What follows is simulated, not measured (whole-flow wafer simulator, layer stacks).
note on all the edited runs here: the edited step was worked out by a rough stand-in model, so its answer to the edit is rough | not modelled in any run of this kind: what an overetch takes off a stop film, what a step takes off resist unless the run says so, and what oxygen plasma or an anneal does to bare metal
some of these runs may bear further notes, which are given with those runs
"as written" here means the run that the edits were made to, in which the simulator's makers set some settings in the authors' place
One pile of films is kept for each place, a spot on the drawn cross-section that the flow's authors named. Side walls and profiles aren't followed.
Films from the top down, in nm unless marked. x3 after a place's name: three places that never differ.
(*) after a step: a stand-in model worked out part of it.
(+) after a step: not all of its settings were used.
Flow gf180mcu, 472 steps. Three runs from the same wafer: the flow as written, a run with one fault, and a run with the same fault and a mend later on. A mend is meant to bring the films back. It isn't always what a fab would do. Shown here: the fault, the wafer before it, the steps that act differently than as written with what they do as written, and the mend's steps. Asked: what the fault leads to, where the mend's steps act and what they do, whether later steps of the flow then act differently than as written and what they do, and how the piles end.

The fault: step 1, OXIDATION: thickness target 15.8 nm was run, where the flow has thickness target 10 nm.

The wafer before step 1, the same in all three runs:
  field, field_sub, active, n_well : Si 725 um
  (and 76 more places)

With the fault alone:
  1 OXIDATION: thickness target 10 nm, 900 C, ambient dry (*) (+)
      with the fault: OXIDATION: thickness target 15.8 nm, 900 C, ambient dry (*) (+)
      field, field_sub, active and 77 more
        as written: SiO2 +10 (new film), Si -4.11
        with the fault: SiO2 +15.8 (new film), Si -6.67
  Later steps of the flow that act differently than as written (93 more steps differ only slightly, by at most 2% or 0.5 nm, whichever is larger, and aren't shown):
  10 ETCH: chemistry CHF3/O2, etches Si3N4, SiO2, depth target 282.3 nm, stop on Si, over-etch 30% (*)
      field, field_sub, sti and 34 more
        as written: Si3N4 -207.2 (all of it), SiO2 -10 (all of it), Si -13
        with the fault: Si3N4 -207.2 (all of it), SiO2 -15.8 (all of it), Si -11.9
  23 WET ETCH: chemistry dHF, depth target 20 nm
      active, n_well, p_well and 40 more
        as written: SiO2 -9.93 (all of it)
        with the fault: SiO2 -15.7 (all of it)
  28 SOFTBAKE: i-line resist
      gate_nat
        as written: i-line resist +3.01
        with the fault: i-line resist +3.52
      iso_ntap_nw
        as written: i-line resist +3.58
        with the fault: i-line resist +4.13
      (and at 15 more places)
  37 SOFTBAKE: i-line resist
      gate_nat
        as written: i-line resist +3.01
        with the fault: i-line resist +3.52
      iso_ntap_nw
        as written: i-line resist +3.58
        with the fault: i-line resist +4.13
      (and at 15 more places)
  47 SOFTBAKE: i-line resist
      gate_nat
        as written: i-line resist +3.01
        with the fault: i-line resist +3.52
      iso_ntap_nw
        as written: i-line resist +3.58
        with the fault: i-line resist +4.13
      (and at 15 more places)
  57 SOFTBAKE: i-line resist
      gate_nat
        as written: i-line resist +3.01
        with the fault: i-line resist +3.52
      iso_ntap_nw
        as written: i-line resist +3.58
        with the fault: i-line resist +4.13
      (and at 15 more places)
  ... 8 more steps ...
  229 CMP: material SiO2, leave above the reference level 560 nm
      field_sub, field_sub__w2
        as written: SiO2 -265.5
        with the fault: SiO2 -272
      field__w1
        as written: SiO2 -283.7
        with the fault: SiO2 -290
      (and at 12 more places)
  At the end the piles differ from the flow's only slightly at the places that both follow, by at most 2% or 0.5 nm, whichever is larger.

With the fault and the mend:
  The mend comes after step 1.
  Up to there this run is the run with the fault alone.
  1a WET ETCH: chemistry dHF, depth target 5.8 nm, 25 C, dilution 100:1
      field, field_sub, active and 77 more
        SiO2 -5.8
  No later step of the flow acts differently than as written at any place that is followed.
  At the end the piles differ from the flow's only slightly at the places that both follow, by at most 2% or 0.5 nm, whichever is larger.
